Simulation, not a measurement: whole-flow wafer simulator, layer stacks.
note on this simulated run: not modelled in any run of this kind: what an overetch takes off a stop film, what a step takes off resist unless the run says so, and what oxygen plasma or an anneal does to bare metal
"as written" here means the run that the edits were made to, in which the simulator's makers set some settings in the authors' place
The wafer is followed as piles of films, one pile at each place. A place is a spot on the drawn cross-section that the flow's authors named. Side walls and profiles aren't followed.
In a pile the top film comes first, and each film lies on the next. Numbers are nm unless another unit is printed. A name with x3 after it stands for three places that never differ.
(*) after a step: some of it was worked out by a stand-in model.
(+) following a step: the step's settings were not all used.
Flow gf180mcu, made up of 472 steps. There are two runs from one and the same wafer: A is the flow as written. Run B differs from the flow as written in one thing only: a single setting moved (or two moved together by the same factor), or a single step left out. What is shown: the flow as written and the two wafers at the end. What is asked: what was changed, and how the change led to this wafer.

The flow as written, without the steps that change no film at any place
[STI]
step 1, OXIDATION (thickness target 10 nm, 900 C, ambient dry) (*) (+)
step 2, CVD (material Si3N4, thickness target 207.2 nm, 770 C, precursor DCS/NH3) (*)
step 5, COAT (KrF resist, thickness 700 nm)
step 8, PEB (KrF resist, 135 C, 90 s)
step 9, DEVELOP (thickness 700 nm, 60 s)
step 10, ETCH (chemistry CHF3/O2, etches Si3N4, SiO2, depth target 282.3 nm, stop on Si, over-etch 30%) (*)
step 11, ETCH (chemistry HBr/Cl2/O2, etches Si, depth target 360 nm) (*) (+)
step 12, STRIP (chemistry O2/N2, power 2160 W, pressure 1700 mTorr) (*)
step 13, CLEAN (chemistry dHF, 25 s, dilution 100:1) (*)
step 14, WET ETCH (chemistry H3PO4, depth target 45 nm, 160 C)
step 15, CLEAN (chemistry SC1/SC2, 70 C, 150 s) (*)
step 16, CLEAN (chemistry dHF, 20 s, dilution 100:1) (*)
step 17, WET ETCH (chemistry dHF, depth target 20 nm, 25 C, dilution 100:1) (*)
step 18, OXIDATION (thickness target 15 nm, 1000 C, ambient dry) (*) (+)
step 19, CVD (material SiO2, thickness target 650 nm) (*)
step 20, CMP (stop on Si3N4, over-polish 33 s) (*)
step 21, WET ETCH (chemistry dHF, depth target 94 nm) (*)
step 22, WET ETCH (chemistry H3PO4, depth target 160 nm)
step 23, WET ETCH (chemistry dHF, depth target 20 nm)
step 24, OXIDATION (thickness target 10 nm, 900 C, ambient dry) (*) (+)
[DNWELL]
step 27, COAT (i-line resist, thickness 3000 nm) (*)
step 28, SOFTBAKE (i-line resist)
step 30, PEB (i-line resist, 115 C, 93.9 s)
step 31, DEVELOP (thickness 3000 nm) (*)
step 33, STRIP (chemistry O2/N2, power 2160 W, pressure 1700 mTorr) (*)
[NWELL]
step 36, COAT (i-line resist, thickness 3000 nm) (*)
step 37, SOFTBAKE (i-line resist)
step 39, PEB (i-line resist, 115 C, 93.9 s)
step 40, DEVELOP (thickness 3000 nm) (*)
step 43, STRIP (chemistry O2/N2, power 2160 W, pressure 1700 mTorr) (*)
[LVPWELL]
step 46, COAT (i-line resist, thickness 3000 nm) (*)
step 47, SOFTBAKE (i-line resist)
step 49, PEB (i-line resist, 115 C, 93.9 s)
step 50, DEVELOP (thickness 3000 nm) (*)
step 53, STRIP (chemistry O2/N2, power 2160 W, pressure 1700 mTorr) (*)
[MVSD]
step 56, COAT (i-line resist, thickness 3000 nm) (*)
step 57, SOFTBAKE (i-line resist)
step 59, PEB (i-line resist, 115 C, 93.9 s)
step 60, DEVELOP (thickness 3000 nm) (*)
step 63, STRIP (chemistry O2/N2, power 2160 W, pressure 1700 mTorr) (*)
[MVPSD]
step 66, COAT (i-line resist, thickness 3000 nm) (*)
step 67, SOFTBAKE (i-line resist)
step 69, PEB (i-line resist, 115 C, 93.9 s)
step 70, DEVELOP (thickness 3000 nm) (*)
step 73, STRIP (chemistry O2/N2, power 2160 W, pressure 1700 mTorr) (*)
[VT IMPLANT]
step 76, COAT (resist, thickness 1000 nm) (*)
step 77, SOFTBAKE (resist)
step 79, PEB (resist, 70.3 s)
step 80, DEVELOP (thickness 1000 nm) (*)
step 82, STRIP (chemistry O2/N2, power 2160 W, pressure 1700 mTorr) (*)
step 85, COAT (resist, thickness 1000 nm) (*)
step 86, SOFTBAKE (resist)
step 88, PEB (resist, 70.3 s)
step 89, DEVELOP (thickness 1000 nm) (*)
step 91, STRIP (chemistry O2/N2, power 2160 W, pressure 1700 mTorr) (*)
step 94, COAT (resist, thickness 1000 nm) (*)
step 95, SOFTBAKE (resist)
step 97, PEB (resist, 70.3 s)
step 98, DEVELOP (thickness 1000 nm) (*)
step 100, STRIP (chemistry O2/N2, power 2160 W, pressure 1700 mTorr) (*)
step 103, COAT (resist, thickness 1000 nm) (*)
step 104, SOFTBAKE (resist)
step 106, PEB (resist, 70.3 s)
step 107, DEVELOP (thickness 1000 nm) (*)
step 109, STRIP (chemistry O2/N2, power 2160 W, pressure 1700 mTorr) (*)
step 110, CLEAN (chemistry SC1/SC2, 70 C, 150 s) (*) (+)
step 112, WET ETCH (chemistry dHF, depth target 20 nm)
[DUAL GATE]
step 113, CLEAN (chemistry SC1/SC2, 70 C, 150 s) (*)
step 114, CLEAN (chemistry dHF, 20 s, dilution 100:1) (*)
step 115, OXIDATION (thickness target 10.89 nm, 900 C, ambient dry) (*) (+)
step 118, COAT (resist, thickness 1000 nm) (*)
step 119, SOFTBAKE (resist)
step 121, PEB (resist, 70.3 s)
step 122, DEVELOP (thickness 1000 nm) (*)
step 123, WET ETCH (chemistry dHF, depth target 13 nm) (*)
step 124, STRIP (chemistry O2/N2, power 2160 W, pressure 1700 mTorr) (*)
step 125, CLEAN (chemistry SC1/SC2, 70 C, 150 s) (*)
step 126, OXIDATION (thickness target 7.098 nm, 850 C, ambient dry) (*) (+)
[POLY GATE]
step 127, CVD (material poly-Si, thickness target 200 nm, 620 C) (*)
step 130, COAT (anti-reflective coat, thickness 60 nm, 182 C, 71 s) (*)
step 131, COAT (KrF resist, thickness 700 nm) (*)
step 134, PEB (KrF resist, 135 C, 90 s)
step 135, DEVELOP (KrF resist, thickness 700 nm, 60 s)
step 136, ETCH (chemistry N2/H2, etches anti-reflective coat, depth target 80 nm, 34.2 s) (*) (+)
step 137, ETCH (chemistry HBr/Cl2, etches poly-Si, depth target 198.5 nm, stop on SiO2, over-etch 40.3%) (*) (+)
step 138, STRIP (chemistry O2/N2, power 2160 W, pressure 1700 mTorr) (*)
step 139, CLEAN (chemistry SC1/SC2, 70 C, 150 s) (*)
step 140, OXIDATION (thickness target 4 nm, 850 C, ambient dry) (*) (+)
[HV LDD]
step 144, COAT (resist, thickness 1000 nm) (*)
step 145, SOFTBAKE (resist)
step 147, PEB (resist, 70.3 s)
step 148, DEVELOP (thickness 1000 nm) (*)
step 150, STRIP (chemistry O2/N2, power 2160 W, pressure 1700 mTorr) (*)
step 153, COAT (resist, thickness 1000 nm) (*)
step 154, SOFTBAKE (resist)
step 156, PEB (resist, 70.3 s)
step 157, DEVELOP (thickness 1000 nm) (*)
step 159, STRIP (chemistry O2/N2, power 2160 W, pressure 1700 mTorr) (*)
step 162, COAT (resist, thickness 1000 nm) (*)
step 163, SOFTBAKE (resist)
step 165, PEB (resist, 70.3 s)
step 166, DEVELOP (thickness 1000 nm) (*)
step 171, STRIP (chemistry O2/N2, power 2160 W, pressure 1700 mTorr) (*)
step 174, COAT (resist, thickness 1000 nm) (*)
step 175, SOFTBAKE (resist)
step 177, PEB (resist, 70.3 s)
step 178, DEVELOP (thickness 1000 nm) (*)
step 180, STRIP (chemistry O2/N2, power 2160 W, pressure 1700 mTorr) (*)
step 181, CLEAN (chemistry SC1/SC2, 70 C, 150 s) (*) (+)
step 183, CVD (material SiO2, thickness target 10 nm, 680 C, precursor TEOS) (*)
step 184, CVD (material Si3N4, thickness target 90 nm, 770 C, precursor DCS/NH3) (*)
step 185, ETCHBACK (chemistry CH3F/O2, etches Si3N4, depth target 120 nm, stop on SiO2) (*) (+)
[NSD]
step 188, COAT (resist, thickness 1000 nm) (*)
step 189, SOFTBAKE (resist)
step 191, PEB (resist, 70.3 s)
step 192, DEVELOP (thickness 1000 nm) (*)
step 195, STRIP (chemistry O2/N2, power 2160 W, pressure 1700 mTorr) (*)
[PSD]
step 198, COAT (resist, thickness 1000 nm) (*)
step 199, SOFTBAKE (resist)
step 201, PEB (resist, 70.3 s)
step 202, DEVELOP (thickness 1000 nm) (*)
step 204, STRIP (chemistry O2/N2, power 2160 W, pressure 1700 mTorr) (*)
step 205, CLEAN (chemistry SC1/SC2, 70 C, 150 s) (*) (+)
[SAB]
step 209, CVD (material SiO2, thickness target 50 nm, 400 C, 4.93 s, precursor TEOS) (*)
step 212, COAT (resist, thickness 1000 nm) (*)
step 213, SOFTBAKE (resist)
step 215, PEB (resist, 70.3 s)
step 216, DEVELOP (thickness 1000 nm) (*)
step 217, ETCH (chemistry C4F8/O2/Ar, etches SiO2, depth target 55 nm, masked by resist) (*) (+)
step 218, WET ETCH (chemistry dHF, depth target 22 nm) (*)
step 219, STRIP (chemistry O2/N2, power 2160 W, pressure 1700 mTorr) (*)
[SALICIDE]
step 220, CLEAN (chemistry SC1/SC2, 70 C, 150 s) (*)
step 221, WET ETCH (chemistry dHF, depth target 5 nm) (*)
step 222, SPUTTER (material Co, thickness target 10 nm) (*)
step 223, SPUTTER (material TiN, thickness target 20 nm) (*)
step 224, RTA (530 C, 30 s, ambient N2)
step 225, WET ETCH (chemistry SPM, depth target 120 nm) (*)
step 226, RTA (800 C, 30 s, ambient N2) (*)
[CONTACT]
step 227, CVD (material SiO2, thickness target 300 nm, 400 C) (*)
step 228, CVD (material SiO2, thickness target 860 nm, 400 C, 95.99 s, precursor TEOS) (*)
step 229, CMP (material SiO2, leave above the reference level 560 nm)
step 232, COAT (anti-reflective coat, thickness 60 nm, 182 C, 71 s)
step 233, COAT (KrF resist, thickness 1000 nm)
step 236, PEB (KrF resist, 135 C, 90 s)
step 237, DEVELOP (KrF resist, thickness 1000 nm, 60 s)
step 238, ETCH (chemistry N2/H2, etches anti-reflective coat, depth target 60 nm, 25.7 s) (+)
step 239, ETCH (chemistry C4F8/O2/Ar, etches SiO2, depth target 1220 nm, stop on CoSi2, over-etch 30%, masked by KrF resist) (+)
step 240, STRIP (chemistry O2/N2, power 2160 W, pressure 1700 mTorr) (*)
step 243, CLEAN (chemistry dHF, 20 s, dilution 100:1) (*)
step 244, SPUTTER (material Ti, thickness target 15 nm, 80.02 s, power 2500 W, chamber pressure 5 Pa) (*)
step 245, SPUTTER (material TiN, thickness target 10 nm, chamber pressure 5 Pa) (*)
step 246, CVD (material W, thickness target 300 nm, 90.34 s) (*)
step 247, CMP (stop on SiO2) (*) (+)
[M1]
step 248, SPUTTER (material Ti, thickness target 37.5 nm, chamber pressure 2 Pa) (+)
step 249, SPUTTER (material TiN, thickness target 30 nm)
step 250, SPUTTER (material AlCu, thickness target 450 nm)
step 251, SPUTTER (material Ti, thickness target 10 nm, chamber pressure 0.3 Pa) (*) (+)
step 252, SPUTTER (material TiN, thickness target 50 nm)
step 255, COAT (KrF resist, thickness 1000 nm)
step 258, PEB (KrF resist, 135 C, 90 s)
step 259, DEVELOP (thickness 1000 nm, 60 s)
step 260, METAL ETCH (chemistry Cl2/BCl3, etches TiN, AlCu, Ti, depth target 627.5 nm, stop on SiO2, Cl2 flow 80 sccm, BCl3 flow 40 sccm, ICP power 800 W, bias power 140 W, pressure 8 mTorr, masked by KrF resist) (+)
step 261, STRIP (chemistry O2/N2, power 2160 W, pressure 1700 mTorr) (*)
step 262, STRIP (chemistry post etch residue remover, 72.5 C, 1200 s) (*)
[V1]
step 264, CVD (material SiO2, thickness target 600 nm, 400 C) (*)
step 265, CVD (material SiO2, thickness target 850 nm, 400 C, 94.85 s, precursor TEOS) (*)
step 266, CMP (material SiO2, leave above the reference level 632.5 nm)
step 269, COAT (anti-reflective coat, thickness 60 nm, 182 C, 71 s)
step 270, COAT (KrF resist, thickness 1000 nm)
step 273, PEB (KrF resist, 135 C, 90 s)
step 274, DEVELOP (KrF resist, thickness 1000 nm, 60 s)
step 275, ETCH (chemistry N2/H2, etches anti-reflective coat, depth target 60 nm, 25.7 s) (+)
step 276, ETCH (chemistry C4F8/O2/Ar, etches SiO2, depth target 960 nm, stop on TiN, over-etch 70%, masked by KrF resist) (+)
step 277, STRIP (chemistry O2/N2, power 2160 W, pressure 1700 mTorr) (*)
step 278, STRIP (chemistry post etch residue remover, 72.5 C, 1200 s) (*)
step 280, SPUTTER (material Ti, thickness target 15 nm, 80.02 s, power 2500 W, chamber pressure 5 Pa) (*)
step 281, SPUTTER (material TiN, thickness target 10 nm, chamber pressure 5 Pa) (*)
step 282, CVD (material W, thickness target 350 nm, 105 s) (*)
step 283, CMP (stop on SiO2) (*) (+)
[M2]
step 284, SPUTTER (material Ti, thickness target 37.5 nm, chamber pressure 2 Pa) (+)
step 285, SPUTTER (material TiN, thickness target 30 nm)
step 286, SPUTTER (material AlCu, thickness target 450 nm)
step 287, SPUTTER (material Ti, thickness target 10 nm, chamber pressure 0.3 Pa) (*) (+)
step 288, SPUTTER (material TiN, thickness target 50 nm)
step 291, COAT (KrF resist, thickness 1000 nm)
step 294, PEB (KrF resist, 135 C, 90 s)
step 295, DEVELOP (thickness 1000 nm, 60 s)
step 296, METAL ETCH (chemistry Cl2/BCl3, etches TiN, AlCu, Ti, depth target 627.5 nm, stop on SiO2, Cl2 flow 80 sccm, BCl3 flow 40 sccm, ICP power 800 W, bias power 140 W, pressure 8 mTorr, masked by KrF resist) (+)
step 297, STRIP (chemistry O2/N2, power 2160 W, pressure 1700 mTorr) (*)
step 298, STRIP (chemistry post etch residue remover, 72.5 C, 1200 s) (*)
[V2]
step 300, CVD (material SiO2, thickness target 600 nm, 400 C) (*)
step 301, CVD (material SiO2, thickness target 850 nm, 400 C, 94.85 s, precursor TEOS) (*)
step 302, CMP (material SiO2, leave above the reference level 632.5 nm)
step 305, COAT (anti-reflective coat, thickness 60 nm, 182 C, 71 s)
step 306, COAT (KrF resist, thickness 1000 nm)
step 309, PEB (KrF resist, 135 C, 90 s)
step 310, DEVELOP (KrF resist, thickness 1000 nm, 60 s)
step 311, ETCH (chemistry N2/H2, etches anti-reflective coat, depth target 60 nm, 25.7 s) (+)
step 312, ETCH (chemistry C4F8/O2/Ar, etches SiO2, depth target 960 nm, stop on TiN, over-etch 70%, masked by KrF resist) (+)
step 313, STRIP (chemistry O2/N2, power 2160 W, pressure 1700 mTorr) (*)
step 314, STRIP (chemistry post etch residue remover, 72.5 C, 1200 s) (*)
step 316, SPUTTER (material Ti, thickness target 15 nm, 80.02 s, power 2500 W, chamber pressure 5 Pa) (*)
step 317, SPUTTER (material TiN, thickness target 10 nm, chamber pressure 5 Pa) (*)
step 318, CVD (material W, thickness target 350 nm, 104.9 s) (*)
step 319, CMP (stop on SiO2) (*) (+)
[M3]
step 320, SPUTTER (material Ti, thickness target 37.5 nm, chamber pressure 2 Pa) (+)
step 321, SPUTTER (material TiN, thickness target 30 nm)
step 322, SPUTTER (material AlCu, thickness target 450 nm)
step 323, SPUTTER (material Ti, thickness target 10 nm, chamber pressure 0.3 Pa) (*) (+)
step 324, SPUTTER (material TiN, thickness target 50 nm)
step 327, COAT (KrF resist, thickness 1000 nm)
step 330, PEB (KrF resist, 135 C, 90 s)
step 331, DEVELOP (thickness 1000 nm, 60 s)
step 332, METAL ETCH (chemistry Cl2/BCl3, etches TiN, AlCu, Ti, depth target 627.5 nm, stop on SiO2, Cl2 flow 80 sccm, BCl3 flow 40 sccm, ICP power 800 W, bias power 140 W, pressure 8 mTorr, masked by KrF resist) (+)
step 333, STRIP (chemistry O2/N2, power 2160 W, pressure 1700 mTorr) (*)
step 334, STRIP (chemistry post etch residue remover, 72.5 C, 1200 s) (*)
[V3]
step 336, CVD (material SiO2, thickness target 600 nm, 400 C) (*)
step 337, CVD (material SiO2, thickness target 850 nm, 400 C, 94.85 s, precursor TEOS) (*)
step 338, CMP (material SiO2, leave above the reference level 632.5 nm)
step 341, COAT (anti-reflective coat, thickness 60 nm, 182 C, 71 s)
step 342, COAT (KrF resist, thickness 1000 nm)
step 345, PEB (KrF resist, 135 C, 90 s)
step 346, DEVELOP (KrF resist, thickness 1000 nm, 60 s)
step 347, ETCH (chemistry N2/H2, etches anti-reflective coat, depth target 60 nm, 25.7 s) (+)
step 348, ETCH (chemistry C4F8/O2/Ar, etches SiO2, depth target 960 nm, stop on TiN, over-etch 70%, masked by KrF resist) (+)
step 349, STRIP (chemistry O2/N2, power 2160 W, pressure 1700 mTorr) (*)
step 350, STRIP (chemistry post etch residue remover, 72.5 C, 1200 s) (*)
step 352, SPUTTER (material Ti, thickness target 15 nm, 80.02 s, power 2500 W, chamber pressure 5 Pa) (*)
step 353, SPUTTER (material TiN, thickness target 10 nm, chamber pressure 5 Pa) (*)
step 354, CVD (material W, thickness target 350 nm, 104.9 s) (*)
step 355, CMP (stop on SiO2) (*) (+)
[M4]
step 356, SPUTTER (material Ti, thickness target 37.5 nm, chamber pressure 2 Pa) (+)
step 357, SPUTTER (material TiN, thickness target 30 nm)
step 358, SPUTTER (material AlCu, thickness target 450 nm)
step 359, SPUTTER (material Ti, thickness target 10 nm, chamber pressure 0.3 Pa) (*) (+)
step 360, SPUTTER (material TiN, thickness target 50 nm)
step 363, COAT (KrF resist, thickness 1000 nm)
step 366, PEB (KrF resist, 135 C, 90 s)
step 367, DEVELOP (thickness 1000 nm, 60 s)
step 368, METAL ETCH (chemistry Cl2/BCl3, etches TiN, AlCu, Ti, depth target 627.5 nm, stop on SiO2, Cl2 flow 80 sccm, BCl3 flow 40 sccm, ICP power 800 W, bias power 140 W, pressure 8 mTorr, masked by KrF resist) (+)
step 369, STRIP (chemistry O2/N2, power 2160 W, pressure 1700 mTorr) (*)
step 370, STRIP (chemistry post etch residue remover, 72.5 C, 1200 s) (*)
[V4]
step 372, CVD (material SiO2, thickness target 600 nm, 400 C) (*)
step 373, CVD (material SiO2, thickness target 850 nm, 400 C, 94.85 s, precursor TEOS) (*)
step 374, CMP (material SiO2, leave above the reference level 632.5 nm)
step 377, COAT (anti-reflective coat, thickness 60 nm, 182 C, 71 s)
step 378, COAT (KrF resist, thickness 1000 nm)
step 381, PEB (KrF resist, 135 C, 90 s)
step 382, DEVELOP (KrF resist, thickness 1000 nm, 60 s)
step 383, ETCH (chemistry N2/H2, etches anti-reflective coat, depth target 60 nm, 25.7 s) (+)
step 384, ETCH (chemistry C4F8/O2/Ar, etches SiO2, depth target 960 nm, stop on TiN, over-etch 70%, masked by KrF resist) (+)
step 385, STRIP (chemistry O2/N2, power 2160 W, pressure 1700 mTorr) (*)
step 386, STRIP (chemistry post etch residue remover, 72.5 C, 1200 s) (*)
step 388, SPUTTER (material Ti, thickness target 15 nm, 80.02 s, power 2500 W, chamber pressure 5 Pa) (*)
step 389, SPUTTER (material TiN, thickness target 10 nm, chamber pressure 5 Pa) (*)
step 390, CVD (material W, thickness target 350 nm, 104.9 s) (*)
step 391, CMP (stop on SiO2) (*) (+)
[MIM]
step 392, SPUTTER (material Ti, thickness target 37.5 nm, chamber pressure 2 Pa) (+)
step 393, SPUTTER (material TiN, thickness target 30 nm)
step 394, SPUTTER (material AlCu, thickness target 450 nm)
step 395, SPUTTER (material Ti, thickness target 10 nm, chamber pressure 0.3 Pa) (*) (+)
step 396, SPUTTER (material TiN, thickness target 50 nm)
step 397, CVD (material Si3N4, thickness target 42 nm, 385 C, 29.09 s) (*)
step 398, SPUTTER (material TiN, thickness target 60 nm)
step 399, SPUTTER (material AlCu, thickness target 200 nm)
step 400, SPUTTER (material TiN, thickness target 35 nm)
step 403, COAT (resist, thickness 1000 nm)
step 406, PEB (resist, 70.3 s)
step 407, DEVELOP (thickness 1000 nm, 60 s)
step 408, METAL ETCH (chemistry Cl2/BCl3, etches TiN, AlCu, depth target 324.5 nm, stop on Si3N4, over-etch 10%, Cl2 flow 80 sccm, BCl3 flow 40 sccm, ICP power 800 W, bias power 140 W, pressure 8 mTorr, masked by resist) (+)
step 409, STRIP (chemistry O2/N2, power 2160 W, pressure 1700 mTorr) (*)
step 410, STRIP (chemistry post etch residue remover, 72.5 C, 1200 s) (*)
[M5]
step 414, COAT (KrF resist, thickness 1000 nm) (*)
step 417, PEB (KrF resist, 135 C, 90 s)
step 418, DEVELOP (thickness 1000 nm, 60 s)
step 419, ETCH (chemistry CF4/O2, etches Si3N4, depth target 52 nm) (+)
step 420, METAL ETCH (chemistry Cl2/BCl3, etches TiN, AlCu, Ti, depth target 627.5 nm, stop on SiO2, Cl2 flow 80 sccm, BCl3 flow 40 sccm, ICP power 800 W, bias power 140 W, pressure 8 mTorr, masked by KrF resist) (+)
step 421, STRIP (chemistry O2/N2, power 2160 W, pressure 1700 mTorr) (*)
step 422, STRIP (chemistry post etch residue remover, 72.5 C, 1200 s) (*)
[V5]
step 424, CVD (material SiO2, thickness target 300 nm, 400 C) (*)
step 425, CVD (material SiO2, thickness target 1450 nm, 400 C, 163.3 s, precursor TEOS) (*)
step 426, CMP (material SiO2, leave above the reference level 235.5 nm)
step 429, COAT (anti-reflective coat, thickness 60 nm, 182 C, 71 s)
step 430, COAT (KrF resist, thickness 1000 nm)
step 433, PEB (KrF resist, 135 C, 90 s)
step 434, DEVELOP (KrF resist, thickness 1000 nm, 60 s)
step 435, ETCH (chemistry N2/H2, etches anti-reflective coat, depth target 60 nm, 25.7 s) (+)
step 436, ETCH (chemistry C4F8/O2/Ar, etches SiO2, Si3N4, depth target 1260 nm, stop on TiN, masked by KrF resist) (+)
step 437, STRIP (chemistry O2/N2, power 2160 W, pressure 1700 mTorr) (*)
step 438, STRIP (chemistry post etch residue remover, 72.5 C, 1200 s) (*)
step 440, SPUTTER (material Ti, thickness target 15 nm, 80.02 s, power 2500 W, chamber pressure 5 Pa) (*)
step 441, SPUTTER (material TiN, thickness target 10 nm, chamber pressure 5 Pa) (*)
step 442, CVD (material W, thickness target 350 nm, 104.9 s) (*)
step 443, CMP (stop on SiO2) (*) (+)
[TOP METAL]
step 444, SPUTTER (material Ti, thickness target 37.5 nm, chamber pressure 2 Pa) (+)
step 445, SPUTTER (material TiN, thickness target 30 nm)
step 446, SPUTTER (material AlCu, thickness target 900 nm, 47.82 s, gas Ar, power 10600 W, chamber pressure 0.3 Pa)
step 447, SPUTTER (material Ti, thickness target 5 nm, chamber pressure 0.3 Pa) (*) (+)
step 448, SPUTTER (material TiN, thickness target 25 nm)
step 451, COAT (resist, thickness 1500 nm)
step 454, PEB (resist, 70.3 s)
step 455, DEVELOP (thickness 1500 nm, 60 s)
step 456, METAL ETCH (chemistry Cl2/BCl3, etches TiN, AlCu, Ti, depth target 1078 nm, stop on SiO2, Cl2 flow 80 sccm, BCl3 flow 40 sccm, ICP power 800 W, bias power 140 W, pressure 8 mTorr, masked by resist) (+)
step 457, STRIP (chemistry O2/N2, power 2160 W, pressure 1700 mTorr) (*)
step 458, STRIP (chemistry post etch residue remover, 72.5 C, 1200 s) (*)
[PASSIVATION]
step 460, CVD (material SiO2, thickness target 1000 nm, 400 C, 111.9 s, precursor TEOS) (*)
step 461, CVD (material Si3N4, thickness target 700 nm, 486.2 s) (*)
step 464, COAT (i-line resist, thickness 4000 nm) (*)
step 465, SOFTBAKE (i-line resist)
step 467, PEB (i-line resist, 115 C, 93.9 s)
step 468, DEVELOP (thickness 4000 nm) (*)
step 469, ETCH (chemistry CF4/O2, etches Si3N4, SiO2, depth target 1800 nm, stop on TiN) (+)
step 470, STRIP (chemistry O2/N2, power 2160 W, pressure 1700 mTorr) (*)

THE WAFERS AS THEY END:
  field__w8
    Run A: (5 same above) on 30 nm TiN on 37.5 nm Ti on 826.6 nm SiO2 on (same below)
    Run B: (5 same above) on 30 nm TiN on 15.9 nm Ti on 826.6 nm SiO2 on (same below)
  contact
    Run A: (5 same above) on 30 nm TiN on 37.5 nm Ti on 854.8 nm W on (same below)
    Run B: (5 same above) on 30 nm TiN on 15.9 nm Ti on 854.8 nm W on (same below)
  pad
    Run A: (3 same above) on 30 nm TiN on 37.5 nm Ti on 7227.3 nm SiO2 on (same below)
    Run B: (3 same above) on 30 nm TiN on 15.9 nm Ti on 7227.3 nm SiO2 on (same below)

The reason: step 444, SPUTTER: thickness target 15.9 nm was run, though the flow has thickness target 37.5 nm.
One can read it off the wafer: field__w8 has Ti 15.9, and step 444 as written asks for 37.5 nm.

How this came from the change, step by step:
  step 444, SPUTTER (material Ti, thickness target 37.5 nm, chamber pressure 2 Pa) (+)
      field, field__w1, field__w2 and 109 more: A +37.5 Ti (new film) | B +15.9 Ti (new film)
  step 456, METAL ETCH (chemistry Cl2/BCl3, etches TiN, AlCu, Ti, depth target 1078 nm, stop on SiO2, Cl2 flow 80 sccm, BCl3 flow 40 sccm, ICP power 800 W, bias power 140 W, pressure 8 mTorr, masked by resist) (+)
      field, field__w1, field__w2 and 103 more: A -25 TiN (all of it), -5 Ti (all of it), -900 AlCu (all of it), -30 TiN (all of it), -37.5 Ti (all of it) | B -25 TiN (all of it), -5 Ti (all of it), -900 AlCu (all of it), -30 TiN (all of it), -15.9 Ti (all of it)
  step 465, SOFTBAKE (i-line resist)
      field__w2, field_sub__w4: A +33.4 i-line resist | B +32.3 i-line resist
      field__w11, field__w13: A +37.6 i-line resist | B +36.4 i-line resist
      (and at 59 other places as well)
